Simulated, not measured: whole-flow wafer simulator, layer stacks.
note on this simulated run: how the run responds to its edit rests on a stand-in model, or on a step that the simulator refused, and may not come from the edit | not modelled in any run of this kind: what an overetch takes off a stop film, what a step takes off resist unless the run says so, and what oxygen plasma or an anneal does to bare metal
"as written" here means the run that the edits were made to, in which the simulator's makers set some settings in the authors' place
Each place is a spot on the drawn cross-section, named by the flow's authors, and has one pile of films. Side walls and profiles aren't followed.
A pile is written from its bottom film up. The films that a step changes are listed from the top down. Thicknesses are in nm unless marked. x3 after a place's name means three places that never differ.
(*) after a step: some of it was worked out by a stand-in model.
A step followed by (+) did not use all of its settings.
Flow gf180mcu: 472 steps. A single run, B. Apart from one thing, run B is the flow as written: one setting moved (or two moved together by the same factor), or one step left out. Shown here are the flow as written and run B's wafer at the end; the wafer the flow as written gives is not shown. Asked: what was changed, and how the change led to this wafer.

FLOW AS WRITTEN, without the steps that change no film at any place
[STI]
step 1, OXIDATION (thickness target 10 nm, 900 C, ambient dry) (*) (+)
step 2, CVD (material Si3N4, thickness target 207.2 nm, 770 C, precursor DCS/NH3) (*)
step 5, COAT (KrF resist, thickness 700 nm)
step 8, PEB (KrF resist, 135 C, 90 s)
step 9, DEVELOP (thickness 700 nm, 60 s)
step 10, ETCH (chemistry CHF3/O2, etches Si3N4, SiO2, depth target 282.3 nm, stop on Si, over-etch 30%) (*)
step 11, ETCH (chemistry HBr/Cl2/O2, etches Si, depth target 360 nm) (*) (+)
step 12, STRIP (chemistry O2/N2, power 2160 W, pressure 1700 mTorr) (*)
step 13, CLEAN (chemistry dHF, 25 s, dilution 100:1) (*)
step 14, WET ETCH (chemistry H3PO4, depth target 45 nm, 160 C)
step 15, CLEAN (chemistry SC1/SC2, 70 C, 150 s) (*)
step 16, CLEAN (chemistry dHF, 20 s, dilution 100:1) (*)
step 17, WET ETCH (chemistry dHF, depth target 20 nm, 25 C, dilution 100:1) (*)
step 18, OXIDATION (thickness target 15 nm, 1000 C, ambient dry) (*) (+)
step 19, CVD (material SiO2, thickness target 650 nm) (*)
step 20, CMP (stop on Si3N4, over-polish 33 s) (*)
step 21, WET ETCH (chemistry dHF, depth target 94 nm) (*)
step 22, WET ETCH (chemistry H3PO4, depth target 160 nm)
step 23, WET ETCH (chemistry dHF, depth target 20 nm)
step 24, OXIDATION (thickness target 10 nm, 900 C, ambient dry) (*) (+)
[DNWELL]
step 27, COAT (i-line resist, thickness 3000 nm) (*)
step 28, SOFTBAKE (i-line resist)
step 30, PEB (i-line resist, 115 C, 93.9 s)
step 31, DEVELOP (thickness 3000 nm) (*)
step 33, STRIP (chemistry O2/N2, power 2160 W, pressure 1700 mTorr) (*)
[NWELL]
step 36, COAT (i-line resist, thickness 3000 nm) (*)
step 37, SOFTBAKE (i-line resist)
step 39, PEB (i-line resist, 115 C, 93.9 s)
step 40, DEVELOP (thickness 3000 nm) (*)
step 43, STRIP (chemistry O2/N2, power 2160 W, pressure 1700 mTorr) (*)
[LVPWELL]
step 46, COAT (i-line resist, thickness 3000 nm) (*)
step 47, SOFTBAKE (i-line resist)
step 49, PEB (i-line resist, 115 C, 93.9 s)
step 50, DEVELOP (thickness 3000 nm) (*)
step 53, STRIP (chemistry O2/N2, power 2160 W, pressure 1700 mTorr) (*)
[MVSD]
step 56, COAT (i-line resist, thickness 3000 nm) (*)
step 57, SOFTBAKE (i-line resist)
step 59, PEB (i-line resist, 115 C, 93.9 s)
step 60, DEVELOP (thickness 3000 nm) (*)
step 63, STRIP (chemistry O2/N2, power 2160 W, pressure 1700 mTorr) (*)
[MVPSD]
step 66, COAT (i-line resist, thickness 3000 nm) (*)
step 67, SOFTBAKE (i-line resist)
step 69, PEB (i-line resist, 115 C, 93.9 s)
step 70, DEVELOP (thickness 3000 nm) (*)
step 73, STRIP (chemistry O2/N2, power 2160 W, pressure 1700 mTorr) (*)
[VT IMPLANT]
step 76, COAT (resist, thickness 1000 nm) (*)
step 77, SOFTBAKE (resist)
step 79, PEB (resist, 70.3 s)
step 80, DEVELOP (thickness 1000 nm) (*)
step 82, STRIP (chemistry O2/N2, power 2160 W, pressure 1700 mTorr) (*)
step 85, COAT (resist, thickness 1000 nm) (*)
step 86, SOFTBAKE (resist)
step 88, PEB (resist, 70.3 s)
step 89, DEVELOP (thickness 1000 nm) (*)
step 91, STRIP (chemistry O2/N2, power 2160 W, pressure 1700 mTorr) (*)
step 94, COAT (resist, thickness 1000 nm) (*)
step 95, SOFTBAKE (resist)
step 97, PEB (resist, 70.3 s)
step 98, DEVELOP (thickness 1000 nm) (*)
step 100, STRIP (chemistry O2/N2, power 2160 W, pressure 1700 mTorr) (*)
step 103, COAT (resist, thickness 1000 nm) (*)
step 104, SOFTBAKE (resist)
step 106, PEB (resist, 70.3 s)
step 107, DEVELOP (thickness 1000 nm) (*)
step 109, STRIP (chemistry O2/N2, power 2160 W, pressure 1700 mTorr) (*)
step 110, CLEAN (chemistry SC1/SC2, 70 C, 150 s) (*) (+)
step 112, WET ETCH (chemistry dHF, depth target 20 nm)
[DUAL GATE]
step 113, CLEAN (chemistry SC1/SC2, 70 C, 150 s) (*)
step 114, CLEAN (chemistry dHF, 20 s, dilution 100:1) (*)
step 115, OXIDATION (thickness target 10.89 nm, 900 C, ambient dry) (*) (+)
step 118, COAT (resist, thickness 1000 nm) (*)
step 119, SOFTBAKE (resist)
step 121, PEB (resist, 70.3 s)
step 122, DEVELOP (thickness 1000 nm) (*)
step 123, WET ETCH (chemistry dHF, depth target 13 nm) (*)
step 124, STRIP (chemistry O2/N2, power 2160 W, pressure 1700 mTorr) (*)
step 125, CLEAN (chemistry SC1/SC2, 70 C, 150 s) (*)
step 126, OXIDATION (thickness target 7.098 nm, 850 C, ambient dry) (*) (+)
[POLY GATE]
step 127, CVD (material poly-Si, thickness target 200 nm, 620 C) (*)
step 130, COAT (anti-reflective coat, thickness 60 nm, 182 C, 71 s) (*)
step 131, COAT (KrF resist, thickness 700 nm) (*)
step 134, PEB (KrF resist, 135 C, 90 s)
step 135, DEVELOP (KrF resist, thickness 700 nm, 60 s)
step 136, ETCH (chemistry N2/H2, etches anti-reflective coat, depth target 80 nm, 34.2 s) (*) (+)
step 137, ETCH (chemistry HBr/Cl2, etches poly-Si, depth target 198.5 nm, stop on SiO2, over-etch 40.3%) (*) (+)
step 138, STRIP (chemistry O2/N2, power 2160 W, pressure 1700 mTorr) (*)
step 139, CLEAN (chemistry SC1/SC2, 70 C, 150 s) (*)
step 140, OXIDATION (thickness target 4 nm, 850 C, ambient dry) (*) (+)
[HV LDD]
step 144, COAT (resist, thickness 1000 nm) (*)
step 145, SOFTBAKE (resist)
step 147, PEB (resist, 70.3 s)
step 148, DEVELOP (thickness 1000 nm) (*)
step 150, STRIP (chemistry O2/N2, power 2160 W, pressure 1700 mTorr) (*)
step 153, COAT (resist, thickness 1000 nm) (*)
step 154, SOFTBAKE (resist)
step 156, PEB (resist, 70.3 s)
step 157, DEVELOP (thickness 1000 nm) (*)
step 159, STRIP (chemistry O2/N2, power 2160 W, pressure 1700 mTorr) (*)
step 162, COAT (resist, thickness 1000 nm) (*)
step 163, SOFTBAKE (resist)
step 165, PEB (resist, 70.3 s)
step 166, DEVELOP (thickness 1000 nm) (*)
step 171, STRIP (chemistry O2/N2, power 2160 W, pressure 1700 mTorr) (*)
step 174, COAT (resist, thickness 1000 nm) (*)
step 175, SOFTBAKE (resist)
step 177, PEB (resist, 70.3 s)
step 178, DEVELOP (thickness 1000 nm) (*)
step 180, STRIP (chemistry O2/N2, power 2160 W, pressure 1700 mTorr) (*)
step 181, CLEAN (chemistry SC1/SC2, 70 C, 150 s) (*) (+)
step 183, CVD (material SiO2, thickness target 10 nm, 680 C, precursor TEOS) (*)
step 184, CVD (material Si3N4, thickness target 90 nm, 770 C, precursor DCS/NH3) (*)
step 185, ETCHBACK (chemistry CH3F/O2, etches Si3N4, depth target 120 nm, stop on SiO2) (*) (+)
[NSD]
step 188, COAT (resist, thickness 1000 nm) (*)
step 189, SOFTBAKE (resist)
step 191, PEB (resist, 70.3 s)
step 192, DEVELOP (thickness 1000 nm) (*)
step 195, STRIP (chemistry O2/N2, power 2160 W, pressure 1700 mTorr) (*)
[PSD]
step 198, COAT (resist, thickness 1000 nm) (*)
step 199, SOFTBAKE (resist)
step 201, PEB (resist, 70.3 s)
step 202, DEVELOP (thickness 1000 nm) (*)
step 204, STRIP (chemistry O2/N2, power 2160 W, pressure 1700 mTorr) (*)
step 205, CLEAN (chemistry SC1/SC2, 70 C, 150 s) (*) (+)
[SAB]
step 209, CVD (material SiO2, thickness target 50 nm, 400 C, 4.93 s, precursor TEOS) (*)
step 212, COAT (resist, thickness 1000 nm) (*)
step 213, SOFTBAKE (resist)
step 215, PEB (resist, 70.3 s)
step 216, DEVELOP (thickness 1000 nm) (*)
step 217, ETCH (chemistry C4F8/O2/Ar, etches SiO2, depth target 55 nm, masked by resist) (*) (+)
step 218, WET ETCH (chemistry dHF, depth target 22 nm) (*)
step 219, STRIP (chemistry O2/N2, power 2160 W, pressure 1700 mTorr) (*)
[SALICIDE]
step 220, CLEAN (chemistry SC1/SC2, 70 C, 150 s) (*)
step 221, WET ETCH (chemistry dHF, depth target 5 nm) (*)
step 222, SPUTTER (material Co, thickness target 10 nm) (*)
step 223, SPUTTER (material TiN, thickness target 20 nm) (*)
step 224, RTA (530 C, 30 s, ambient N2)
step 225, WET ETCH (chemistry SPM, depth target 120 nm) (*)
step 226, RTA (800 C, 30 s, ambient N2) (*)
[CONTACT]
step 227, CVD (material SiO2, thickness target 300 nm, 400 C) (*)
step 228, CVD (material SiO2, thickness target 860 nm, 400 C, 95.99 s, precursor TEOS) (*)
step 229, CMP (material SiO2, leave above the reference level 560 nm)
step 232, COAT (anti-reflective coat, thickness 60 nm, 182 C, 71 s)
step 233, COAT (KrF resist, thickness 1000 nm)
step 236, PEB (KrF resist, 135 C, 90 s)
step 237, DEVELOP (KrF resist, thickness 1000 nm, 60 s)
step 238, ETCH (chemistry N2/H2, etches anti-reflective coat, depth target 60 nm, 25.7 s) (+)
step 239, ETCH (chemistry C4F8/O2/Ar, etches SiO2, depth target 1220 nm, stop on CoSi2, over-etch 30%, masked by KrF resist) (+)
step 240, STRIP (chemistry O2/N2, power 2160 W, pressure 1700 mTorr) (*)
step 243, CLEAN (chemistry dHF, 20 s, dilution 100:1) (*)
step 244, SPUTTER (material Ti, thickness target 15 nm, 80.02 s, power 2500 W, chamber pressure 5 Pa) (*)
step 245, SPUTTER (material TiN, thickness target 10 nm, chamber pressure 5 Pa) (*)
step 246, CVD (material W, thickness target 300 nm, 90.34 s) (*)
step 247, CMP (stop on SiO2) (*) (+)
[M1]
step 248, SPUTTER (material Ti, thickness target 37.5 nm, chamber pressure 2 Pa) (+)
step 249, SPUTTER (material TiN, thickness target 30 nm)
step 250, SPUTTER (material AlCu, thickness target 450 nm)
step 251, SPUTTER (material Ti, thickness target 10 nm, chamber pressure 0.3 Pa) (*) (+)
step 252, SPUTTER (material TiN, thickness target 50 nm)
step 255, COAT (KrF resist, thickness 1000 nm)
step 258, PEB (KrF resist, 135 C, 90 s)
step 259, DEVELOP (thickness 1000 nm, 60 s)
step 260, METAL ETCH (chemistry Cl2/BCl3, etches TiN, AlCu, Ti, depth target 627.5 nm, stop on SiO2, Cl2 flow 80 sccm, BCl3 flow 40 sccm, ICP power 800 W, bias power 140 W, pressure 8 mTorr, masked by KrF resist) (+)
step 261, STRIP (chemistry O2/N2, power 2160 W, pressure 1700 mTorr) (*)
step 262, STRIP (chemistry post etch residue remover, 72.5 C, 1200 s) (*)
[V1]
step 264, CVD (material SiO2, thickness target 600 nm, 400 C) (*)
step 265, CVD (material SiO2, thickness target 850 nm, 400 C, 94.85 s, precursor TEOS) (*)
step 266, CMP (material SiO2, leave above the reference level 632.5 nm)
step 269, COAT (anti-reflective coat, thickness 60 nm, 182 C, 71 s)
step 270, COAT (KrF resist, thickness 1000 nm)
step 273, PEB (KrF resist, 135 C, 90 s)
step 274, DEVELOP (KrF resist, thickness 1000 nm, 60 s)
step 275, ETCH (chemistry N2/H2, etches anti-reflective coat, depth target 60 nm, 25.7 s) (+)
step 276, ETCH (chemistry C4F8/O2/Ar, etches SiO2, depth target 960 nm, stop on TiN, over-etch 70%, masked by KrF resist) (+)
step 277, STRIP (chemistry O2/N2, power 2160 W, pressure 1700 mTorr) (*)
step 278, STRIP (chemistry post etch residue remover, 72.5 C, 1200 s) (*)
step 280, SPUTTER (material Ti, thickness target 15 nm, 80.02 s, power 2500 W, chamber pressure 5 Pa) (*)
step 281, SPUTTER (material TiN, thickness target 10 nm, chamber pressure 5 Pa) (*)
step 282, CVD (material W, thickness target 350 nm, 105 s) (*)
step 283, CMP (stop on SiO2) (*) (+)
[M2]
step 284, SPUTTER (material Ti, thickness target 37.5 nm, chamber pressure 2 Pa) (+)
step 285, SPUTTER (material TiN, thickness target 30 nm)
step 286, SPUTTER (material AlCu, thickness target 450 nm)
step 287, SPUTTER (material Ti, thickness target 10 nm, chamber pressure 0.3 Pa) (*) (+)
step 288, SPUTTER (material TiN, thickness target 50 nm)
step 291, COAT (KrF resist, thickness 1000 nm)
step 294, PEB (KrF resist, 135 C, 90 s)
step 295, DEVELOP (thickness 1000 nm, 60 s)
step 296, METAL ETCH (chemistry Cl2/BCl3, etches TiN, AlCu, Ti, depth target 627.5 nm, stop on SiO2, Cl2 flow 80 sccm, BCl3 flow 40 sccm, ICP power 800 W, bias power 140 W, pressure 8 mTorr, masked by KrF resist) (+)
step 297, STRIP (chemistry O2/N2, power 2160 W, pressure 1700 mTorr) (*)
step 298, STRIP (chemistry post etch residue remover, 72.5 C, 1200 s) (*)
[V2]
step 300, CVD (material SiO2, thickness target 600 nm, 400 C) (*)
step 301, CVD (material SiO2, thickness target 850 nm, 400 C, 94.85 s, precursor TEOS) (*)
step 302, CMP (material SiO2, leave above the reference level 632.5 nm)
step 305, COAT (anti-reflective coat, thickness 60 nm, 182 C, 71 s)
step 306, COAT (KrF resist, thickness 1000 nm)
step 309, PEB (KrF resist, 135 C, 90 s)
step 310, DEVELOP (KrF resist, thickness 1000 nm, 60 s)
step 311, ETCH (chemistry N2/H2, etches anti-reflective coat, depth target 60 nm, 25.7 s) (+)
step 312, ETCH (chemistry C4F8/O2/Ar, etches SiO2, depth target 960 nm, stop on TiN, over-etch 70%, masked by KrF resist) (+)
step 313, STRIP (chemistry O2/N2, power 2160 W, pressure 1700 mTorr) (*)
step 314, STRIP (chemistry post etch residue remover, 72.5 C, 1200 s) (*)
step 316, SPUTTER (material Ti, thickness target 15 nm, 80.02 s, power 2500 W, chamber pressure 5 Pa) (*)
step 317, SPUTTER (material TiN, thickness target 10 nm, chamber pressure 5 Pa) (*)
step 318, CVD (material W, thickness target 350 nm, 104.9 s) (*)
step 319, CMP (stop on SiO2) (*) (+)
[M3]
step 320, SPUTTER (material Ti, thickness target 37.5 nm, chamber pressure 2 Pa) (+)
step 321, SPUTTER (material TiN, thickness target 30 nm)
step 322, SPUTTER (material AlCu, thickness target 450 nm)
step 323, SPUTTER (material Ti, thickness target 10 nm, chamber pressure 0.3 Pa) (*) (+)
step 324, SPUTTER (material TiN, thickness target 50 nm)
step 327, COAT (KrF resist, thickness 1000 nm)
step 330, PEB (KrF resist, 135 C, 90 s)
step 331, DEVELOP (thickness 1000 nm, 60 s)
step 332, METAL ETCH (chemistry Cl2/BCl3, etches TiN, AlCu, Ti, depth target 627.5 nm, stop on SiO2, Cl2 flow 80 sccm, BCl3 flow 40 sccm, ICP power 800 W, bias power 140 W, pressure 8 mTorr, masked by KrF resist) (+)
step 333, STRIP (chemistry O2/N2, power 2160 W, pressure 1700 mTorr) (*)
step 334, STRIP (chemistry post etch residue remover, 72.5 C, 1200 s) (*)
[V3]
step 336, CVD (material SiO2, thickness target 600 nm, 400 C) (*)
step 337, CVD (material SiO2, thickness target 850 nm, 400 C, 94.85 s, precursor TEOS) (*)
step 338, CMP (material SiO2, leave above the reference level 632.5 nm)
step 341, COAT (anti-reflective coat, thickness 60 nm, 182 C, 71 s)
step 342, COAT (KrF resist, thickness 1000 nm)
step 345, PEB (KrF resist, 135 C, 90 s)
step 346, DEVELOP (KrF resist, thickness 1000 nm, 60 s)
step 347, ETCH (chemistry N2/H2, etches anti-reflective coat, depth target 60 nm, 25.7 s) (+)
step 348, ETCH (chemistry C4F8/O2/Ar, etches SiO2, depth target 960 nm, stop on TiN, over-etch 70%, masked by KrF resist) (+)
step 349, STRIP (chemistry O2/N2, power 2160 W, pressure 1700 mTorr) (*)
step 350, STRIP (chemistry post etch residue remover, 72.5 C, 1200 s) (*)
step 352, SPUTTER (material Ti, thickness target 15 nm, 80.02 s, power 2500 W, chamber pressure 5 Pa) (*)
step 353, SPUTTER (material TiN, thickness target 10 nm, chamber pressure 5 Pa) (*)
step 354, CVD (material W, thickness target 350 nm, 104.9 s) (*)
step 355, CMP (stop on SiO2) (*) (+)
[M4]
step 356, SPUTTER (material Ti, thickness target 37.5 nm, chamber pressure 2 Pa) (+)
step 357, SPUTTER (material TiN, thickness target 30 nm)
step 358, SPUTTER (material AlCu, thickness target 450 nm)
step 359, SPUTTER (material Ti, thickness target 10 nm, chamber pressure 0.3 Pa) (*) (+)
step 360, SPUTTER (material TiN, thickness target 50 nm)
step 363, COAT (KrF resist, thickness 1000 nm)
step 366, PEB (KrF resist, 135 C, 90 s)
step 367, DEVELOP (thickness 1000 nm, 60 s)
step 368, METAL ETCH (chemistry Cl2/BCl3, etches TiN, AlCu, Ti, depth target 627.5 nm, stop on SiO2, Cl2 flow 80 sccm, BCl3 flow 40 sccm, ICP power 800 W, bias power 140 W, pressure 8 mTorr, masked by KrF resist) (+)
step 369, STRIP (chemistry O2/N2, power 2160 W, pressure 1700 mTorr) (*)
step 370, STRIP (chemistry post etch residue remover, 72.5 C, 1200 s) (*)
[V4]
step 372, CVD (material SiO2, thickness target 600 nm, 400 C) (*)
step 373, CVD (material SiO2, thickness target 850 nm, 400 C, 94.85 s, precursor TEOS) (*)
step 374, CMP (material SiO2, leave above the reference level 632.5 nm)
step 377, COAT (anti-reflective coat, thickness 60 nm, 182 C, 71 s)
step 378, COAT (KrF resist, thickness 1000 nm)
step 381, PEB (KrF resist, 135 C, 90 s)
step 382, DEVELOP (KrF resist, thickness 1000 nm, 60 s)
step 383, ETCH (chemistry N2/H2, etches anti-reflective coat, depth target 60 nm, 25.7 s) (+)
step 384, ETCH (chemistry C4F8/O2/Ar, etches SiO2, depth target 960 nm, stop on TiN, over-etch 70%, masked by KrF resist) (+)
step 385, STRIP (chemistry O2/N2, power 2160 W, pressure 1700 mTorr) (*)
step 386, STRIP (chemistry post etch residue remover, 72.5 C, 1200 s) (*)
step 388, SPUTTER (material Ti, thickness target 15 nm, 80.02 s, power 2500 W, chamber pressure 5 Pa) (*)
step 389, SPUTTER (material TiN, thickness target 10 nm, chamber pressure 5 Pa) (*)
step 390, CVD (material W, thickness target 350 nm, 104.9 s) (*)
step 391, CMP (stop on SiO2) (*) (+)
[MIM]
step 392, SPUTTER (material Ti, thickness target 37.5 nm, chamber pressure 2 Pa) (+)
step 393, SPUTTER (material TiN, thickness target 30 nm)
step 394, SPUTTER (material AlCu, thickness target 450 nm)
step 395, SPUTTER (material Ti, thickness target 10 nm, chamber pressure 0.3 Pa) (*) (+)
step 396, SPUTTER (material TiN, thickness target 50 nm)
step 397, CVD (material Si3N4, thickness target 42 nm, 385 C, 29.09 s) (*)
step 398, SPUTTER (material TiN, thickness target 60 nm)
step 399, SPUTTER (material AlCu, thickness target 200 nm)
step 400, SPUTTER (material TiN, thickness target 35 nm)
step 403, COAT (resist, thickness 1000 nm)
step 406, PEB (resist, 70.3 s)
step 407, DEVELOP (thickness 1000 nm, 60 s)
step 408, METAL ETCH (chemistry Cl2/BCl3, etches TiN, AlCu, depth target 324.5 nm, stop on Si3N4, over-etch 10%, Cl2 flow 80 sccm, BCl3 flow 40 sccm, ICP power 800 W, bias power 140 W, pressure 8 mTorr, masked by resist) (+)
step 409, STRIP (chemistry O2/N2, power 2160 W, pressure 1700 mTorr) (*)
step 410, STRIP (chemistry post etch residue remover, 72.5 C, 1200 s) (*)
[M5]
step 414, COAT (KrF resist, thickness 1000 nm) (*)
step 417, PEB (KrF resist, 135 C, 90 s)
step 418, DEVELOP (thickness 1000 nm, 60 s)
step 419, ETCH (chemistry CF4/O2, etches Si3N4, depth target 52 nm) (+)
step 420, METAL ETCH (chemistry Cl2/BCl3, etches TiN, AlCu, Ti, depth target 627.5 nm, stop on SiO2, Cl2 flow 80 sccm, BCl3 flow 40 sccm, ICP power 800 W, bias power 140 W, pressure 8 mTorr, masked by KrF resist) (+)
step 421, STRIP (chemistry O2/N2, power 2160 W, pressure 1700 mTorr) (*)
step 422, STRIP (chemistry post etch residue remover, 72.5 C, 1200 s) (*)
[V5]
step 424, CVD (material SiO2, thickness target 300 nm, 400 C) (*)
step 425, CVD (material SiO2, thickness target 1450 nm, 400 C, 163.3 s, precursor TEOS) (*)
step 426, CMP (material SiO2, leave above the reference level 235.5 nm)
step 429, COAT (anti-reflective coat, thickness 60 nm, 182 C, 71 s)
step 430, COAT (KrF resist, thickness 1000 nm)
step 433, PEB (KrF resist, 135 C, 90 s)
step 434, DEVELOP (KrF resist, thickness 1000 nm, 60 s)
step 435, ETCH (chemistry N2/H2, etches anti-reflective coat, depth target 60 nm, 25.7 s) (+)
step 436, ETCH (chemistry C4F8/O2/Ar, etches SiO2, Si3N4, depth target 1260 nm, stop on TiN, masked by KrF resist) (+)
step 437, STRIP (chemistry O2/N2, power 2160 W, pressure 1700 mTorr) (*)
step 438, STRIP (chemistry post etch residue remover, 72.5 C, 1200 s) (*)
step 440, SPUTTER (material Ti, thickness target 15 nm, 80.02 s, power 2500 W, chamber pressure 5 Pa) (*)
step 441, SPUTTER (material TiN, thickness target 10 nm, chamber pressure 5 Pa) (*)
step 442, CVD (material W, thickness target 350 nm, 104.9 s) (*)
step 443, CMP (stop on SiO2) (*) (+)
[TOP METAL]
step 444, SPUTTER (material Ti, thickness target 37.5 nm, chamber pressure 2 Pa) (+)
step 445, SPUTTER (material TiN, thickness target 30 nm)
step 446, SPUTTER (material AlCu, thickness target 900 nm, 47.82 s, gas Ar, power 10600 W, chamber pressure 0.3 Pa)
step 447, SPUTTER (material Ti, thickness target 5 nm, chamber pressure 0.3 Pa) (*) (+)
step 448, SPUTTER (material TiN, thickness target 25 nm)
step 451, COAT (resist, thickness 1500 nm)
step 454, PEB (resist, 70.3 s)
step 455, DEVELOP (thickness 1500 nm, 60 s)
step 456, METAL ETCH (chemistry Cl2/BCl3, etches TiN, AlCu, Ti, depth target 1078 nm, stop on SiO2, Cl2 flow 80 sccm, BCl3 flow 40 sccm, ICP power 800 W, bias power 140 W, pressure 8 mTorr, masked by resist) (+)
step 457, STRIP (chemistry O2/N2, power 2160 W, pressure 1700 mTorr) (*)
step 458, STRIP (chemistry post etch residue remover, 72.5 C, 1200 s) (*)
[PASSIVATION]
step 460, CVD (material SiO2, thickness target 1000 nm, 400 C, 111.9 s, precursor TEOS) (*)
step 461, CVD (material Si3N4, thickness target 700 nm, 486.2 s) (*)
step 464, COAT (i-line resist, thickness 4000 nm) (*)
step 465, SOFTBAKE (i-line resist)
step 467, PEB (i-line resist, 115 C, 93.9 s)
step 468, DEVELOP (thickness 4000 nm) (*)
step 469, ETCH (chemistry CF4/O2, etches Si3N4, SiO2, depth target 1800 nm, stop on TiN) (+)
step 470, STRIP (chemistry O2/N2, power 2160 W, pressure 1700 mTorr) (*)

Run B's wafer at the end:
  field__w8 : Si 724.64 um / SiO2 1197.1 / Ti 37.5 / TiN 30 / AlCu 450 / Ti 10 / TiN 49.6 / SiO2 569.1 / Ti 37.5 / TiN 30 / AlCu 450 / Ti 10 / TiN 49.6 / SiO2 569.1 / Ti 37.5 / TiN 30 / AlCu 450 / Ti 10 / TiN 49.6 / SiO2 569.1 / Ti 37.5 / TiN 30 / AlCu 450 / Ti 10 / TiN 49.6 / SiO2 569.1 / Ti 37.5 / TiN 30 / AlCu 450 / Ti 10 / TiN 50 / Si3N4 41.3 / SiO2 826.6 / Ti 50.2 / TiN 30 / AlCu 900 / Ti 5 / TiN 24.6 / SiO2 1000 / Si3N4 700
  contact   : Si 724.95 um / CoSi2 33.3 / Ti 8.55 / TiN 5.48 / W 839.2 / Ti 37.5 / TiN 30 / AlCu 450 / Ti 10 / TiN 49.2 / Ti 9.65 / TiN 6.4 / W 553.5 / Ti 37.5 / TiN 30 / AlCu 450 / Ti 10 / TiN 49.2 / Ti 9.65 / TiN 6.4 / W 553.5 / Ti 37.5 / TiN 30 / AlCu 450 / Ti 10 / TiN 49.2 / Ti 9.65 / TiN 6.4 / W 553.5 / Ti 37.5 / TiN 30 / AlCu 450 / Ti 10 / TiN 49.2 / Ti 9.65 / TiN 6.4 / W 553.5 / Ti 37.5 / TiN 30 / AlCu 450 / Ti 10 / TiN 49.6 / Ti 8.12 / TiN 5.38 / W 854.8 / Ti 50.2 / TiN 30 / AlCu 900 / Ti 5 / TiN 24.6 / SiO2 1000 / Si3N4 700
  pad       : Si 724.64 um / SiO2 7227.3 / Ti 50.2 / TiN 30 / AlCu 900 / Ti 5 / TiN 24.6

The reason: step 444, SPUTTER: thickness target 50.2 nm was run, whereas the flow has thickness target 37.5 nm.
The wafer itself shows it: field__w8 has Ti 50.2, and step 444 as written asks for 37.5 nm.

Step by step, how the change led to this:
  step 444, SPUTTER (material Ti, thickness target 37.5 nm, chamber pressure 2 Pa) (+)
      field, field__w1, field__w2 and 109 more: +50.2 Ti (new film) (as written it would have been: +37.5 Ti (new film))
  step 456, METAL ETCH (chemistry Cl2/BCl3, etches TiN, AlCu, Ti, depth target 1078 nm, stop on SiO2, Cl2 flow 80 sccm, BCl3 flow 40 sccm, ICP power 800 W, bias power 140 W, pressure 8 mTorr, masked by resist) (+)
      field, field__w1, field__w2 and 103 more: -25 TiN (all of it), -5 Ti (all of it), -900 AlCu (all of it), -30 TiN (all of it), -50.2 Ti (all of it) (as written it would have been: -25 TiN (all of it), -5 Ti (all of it), -900 AlCu (all of it), -30 TiN (all of it), -37.5 Ti (all of it))
  step 465, SOFTBAKE (i-line resist)
      gate: -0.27 i-line resist (as written it would have been: +1.79 i-line resist)
      ld_acc_p, ld_fp_p, ld_drift_p: +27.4 i-line resist (as written it would have been: +33.8 i-line resist)
      (as well as at 56 more places)
